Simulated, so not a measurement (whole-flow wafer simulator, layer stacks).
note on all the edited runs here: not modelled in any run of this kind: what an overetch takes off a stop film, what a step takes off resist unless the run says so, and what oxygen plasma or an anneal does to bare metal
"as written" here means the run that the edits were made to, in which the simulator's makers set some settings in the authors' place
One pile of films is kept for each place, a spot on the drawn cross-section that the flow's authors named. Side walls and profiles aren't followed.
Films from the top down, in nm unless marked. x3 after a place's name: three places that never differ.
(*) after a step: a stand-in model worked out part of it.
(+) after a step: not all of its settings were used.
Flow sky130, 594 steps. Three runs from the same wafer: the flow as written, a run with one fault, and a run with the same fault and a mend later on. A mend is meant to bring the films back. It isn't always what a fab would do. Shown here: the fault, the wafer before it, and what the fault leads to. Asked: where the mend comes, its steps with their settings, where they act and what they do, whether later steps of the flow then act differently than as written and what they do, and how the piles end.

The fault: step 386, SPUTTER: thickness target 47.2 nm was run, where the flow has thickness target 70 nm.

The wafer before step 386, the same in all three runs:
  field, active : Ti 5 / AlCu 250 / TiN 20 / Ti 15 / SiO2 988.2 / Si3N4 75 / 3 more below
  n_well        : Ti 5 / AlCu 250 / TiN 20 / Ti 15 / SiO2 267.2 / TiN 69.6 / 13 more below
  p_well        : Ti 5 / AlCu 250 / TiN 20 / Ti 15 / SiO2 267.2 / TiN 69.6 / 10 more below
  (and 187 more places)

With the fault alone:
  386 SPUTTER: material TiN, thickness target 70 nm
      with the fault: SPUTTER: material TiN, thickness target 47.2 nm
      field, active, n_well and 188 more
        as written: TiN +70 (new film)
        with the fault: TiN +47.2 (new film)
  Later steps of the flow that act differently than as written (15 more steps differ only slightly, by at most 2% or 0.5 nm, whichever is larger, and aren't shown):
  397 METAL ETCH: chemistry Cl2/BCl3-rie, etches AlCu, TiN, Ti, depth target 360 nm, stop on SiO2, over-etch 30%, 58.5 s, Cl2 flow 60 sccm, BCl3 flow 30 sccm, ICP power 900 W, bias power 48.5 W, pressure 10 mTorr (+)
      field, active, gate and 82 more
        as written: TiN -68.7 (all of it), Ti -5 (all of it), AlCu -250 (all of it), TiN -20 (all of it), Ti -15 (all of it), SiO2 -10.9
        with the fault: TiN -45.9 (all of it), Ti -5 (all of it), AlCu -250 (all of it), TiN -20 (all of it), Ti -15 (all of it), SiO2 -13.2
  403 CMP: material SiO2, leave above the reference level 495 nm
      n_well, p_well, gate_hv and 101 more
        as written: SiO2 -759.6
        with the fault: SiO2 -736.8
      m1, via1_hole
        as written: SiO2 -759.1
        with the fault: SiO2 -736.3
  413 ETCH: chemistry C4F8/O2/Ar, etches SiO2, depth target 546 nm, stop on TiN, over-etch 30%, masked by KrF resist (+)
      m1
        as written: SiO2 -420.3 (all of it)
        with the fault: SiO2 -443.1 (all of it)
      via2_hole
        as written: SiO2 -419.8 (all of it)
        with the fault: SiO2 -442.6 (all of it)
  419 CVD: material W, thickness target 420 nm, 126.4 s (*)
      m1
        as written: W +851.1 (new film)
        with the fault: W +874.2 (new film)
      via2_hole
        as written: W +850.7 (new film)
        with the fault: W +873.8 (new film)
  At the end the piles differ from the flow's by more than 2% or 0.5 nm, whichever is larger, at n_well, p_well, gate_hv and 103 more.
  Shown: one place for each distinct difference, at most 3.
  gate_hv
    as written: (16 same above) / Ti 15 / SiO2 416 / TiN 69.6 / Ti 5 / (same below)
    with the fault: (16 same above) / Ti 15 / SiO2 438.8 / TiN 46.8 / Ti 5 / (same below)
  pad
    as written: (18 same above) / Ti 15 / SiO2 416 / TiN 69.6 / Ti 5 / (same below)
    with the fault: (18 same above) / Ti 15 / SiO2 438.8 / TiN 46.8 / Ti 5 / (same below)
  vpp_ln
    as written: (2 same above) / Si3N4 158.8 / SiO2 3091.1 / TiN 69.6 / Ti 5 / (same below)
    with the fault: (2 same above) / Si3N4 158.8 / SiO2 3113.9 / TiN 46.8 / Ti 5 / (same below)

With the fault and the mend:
  The mend comes after step 386.
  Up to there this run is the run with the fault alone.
  386a SPUTTER: material TiN, thickness target 22.8 nm (the flow's step 386 once more, with other settings)
      field, active, n_well and 188 more
        TiN +22.8
  No later step of the flow acts differently than as written at any place that is followed.
  At the end the piles are the same as the flow's at every place that both follow.
